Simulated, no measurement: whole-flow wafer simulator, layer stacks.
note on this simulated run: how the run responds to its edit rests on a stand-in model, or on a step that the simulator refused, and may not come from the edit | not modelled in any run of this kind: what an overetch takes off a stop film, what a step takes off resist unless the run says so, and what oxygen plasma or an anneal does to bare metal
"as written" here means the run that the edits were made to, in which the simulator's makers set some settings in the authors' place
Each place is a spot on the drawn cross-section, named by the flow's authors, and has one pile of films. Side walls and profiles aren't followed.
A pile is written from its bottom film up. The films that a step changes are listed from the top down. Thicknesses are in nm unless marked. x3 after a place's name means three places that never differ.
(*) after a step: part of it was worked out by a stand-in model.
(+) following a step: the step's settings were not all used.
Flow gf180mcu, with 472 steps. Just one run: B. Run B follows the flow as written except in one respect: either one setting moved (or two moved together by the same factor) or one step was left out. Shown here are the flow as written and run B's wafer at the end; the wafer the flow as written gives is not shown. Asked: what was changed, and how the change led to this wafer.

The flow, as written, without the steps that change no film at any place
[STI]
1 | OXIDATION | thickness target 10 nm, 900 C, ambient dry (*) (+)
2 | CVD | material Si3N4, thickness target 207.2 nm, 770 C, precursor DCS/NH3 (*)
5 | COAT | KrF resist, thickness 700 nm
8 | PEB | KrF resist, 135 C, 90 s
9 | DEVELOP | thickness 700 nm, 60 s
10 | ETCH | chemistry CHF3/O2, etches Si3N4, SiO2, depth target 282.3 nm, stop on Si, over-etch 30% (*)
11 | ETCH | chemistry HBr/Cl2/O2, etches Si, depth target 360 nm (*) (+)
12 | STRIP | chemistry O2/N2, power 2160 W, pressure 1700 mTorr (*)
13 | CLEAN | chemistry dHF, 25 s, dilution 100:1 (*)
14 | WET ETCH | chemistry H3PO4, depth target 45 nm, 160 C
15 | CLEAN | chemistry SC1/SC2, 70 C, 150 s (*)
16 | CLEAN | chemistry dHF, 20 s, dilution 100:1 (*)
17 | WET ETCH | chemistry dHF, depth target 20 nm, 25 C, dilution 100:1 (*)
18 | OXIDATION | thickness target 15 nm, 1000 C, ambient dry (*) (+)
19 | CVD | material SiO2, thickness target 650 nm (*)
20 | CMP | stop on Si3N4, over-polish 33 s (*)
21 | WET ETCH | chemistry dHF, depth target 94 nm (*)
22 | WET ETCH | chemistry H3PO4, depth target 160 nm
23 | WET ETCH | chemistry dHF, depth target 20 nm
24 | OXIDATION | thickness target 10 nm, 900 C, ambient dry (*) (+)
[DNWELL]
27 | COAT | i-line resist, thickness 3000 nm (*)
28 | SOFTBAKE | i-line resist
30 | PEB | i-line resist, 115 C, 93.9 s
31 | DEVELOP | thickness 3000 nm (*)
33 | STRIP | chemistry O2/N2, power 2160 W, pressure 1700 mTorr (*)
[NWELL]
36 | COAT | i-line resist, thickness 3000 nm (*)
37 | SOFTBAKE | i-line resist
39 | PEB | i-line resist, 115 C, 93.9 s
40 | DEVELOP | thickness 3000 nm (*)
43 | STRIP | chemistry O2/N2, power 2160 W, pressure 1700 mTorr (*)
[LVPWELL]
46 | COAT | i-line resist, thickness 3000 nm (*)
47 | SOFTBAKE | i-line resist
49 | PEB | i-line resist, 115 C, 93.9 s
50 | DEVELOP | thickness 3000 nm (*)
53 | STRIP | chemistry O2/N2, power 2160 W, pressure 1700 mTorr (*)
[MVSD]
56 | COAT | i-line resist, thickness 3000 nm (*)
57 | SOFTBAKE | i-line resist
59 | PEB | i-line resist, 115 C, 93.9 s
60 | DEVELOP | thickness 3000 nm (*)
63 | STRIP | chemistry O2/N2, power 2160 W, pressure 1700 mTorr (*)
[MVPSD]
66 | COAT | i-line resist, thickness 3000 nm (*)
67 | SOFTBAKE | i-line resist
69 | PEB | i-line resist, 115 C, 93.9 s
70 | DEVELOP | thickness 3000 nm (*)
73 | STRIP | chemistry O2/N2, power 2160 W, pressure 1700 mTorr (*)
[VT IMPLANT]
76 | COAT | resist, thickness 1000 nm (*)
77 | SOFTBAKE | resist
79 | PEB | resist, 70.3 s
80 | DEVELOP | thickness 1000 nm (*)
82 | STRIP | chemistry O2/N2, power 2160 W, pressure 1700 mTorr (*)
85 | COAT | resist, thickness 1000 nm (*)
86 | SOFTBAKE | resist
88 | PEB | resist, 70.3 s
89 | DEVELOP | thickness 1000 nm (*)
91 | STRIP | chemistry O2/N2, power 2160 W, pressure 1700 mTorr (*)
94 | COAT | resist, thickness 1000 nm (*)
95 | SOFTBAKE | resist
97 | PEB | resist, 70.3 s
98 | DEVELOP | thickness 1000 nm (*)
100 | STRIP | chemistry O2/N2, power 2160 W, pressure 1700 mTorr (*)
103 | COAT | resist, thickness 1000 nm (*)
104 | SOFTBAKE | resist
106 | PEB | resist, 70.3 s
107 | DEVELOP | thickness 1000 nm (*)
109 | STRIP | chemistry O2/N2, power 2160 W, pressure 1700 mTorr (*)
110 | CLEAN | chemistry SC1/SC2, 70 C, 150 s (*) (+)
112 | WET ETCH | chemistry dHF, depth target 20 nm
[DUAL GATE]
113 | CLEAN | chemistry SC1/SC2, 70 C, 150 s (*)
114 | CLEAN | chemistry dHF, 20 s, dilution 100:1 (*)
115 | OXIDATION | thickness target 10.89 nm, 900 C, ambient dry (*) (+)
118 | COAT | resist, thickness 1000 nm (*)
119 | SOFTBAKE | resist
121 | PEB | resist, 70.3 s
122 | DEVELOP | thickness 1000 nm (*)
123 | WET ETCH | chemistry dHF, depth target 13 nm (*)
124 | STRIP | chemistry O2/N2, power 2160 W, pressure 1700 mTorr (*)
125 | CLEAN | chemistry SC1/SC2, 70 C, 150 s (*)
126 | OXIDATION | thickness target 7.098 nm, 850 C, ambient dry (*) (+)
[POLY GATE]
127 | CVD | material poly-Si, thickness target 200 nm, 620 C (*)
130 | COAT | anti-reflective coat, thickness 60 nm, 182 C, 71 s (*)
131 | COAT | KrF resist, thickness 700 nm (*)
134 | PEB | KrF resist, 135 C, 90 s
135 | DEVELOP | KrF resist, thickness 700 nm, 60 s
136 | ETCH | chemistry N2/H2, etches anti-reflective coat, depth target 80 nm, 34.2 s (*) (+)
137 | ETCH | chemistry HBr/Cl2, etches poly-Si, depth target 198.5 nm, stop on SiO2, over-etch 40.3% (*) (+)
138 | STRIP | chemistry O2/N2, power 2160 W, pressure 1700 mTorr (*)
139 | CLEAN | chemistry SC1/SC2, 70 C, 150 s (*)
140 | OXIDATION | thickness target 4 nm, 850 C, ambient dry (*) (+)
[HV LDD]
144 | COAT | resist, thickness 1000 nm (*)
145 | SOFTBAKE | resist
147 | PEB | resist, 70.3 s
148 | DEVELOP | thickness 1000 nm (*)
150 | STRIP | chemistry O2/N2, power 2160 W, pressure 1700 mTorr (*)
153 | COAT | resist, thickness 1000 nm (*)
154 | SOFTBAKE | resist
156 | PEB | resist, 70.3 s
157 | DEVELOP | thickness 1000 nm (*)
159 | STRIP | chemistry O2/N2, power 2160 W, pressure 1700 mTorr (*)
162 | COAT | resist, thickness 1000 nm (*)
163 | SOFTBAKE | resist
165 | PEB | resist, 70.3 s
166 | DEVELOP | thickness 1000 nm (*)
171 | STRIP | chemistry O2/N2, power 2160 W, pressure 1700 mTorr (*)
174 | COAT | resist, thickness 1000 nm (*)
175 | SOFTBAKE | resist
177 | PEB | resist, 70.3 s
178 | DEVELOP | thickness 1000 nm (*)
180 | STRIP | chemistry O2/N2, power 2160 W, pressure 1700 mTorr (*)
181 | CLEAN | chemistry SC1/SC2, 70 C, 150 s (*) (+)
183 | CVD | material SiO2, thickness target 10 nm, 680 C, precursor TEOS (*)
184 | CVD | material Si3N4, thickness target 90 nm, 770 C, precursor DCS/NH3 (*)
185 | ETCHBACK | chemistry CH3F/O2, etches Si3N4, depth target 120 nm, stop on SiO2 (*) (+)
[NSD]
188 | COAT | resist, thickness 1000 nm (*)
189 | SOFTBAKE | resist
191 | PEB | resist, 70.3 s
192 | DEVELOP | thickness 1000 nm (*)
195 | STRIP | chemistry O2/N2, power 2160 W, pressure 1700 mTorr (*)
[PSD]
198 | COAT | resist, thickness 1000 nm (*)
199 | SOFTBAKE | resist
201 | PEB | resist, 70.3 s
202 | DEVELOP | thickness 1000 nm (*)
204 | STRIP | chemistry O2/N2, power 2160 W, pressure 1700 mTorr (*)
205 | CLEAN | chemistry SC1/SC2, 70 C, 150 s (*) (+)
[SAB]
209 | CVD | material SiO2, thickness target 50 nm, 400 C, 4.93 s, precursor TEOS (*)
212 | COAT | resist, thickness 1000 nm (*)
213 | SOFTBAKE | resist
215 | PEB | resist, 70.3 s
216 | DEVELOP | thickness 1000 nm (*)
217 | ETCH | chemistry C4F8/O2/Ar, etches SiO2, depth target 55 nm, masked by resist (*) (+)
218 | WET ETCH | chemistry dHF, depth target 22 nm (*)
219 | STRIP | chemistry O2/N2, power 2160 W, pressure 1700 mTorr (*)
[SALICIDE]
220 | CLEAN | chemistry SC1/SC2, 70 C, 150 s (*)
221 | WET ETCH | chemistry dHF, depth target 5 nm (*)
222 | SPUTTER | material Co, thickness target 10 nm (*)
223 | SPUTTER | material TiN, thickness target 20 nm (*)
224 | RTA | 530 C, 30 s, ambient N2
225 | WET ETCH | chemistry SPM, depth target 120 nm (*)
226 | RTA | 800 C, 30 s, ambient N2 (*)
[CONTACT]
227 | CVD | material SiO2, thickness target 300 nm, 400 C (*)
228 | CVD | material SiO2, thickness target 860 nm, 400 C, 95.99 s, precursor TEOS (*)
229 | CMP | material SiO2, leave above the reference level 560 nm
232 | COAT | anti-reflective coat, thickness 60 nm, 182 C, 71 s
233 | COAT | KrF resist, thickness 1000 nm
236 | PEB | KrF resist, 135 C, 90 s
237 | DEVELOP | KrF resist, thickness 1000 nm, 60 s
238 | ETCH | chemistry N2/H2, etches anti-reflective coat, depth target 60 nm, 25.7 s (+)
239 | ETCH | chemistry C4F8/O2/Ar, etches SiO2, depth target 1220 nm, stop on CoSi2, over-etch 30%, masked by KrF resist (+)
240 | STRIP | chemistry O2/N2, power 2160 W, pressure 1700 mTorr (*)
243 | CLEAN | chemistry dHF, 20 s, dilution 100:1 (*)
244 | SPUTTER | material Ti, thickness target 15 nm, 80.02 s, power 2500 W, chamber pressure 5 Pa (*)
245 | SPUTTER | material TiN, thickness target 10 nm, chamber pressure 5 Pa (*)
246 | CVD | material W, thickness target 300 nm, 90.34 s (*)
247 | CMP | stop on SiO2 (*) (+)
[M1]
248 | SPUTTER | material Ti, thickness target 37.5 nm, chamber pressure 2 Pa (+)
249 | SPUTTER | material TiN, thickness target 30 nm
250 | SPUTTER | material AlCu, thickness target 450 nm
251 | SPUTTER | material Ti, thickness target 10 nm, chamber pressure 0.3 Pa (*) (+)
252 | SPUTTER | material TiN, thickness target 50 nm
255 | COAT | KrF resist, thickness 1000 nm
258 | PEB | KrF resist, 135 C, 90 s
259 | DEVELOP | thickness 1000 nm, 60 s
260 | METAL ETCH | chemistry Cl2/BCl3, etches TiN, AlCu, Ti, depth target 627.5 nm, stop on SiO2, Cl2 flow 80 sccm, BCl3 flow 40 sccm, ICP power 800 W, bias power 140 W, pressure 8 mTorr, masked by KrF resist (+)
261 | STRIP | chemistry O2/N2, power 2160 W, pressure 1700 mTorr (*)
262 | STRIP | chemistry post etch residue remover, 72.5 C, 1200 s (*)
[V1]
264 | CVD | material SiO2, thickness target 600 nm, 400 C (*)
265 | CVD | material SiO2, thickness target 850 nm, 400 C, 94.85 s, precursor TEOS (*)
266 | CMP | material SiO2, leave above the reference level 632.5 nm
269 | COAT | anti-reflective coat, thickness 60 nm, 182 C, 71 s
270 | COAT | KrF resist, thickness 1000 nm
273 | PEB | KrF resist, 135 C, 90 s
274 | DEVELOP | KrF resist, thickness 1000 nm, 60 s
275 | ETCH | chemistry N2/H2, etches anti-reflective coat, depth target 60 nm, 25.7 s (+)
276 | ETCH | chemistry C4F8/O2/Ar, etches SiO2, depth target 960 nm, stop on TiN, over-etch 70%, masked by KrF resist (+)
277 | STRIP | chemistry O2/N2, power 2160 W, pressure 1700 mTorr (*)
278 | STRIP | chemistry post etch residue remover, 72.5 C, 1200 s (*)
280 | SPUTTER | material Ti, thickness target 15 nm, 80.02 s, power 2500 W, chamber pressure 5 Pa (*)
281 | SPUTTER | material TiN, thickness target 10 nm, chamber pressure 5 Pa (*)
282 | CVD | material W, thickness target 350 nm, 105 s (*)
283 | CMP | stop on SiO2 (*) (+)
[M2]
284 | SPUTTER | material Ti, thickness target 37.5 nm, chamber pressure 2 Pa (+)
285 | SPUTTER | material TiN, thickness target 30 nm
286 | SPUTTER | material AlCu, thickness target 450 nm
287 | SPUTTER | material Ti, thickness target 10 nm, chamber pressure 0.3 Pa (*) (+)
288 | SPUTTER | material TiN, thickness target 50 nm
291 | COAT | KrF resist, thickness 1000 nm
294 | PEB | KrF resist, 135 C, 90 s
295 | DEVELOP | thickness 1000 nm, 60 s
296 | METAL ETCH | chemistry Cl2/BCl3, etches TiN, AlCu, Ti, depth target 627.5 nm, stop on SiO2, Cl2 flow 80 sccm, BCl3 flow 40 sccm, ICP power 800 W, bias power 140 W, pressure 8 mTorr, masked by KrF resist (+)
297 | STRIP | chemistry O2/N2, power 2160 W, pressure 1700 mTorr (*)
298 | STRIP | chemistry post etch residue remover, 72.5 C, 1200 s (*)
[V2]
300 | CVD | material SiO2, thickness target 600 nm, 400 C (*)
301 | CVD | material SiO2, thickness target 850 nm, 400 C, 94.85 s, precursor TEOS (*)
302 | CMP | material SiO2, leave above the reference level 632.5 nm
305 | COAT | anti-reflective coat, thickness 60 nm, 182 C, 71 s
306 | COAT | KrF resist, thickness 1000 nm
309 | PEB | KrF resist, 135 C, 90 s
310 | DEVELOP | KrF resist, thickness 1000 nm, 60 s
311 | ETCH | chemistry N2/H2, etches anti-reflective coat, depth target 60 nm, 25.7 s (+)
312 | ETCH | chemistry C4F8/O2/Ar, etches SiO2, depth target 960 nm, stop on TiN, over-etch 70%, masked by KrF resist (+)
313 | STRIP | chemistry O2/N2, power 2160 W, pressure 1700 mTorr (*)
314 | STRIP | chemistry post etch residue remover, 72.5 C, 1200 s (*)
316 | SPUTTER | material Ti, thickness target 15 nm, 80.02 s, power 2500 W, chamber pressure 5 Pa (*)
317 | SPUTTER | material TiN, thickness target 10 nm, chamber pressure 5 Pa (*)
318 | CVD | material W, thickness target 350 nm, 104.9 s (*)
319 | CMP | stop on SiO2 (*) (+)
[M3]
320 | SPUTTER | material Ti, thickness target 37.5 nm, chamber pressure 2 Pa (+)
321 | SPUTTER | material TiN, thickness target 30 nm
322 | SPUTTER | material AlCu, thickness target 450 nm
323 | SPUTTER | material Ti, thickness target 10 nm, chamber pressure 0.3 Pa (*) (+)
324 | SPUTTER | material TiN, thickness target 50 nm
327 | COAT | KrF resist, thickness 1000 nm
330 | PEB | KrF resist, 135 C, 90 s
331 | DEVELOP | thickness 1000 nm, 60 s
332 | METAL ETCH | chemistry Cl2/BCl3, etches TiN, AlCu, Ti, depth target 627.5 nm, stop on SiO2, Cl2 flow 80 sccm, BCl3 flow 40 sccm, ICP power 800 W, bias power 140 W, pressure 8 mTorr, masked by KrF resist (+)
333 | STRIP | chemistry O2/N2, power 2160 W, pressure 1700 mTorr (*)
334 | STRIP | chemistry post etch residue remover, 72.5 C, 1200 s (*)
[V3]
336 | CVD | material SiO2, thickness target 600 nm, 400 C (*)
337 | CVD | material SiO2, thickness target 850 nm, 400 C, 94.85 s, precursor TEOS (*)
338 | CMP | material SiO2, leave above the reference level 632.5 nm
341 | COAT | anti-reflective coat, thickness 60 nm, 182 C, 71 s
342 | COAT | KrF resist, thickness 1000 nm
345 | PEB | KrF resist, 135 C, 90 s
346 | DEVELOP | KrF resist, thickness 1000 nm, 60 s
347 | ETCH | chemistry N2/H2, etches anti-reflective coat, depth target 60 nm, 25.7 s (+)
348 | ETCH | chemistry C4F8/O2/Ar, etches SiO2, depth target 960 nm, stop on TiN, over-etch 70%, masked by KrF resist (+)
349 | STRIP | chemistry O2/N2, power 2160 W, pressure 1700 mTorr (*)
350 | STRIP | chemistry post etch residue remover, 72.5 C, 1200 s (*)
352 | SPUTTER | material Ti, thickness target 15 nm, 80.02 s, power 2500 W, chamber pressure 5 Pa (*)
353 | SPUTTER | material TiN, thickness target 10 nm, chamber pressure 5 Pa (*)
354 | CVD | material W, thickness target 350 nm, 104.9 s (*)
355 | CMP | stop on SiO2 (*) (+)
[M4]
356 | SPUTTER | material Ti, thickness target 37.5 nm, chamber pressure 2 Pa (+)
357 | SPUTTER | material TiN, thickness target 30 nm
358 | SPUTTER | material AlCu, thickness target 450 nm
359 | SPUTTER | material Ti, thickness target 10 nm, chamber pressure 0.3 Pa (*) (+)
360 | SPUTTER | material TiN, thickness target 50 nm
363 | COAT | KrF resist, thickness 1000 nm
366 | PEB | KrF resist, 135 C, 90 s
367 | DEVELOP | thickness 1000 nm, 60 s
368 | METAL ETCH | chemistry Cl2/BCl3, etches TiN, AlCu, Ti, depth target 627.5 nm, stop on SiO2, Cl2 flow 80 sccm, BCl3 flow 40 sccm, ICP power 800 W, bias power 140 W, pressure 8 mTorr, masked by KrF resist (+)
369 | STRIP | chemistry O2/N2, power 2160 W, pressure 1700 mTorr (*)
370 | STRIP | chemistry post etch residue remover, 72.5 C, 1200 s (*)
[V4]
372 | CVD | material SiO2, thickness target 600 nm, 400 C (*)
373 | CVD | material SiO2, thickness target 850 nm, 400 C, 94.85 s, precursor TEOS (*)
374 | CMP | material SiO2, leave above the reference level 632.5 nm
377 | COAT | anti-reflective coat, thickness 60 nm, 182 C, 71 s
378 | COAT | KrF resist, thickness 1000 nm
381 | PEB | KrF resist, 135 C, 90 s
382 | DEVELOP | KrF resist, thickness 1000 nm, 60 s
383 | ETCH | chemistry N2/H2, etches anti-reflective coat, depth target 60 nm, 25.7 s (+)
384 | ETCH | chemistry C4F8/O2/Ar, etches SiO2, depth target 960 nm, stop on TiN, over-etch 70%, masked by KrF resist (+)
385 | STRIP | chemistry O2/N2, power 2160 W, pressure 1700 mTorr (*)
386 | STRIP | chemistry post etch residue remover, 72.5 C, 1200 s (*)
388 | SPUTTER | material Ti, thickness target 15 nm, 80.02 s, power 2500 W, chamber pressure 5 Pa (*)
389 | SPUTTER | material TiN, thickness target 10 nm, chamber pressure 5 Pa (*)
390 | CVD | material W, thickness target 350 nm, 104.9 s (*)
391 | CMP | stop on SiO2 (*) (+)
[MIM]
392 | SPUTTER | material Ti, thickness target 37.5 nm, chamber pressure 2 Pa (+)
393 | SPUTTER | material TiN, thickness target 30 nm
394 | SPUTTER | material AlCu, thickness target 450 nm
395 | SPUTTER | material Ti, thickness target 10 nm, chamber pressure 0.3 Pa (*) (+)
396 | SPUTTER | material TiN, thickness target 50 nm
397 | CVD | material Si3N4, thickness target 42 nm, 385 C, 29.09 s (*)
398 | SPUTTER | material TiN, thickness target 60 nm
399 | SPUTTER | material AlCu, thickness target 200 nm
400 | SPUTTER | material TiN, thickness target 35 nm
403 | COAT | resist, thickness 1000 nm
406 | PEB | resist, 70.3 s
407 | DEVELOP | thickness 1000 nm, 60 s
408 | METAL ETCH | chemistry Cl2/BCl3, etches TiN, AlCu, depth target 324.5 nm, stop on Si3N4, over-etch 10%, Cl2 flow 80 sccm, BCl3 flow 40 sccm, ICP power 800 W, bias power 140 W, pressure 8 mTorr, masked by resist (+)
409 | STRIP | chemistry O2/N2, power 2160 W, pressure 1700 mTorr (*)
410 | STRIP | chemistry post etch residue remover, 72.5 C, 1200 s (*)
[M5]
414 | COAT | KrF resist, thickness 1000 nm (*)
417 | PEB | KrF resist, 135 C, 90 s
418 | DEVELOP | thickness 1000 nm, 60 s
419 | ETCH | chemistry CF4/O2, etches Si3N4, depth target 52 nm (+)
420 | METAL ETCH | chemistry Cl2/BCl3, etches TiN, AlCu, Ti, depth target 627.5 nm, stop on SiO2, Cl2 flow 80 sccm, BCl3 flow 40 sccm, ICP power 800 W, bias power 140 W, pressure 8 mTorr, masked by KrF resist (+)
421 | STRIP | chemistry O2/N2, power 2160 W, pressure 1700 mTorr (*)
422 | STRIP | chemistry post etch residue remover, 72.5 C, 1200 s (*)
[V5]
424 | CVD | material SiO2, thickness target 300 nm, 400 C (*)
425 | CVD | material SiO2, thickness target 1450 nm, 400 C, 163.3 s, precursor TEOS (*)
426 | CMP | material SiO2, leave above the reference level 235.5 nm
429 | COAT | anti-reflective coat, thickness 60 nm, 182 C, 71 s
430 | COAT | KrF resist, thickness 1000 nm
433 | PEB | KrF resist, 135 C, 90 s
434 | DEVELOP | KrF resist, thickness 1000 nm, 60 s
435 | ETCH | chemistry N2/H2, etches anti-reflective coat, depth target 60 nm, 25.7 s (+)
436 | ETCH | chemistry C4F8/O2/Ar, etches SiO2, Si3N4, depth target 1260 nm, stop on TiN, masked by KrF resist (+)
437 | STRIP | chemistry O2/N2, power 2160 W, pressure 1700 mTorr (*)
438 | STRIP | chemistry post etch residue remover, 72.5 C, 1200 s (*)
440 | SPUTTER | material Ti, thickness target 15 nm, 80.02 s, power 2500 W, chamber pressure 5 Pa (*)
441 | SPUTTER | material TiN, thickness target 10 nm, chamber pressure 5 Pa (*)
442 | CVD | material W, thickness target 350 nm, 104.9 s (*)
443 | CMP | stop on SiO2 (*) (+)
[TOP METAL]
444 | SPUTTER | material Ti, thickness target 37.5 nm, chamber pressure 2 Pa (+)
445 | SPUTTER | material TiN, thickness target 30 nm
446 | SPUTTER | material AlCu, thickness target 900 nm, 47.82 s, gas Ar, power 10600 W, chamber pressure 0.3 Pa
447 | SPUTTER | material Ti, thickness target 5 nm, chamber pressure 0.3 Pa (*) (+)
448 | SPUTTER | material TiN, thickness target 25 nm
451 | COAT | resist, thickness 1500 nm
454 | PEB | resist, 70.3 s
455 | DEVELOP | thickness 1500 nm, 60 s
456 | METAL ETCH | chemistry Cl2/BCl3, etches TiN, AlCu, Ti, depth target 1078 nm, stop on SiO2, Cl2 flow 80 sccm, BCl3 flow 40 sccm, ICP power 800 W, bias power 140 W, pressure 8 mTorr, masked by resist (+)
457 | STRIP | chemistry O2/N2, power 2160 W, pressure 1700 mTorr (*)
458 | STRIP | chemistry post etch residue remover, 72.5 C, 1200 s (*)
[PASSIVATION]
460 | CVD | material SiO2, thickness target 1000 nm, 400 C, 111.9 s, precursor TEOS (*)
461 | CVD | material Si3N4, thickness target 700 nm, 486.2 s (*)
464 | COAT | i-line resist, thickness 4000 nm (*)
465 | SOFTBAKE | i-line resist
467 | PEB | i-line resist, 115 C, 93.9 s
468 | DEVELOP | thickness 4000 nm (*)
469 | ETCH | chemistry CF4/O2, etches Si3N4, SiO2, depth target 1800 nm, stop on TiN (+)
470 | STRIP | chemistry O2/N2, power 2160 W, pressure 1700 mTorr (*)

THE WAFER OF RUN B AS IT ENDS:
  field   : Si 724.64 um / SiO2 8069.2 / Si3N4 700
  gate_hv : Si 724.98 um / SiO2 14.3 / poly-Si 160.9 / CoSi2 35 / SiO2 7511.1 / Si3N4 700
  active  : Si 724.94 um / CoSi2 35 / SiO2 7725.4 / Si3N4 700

Cause: step 338, CMP: leave above the reference level 474.4 nm was run, while the flow as written has leave above the reference level 632.5 nm.

Step by step, how the change led to this:
  338 | CMP | material SiO2, leave above the reference level 632.5 nm
      field, field__w1, field__w2 and 103 more: -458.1 SiO2 (as written it would have been: -300 SiO2)
      field__w8, contact, m1, m1__w1, m1_nw: -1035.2 SiO2 (as written it would have been: -877.1 SiO2)
  348 | ETCH | chemistry C4F8/O2/Ar, etches SiO2, depth target 960 nm, stop on TiN, over-etch 70%, masked by KrF resist (+)
      field, field__w1, field__w2 and 107 more: -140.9 KrF resist (as written it would have been: -192 KrF resist)
      contact: -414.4 SiO2 (all of it) (as written it would have been: -572.5 SiO2 (all of it))
  349 | STRIP | chemistry O2/N2, power 2160 W, pressure 1700 mTorr (*)
      field, field__w1, field__w2 and 107 more: -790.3 KrF resist (all of it), -60 anti-reflective coat (all of it) (as written it would have been: -739.2 KrF resist (all of it), -60 anti-reflective coat (all of it))
  352 | SPUTTER | material Ti, thickness target 15 nm, 80.02 s, power 2500 W, chamber pressure 5 Pa (*)
      contact: +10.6 Ti (new film) (as written it would have been: +9.65 Ti (new film))
  353 | SPUTTER | material TiN, thickness target 10 nm, chamber pressure 5 Pa (*)
      contact: +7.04 TiN (new film) (as written it would have been: +6.4 TiN (new film))
  354 | CVD | material W, thickness target 350 nm, 104.9 s (*)
      contact: +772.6 W (new film) (as written it would have been: +932.3 W (new film))
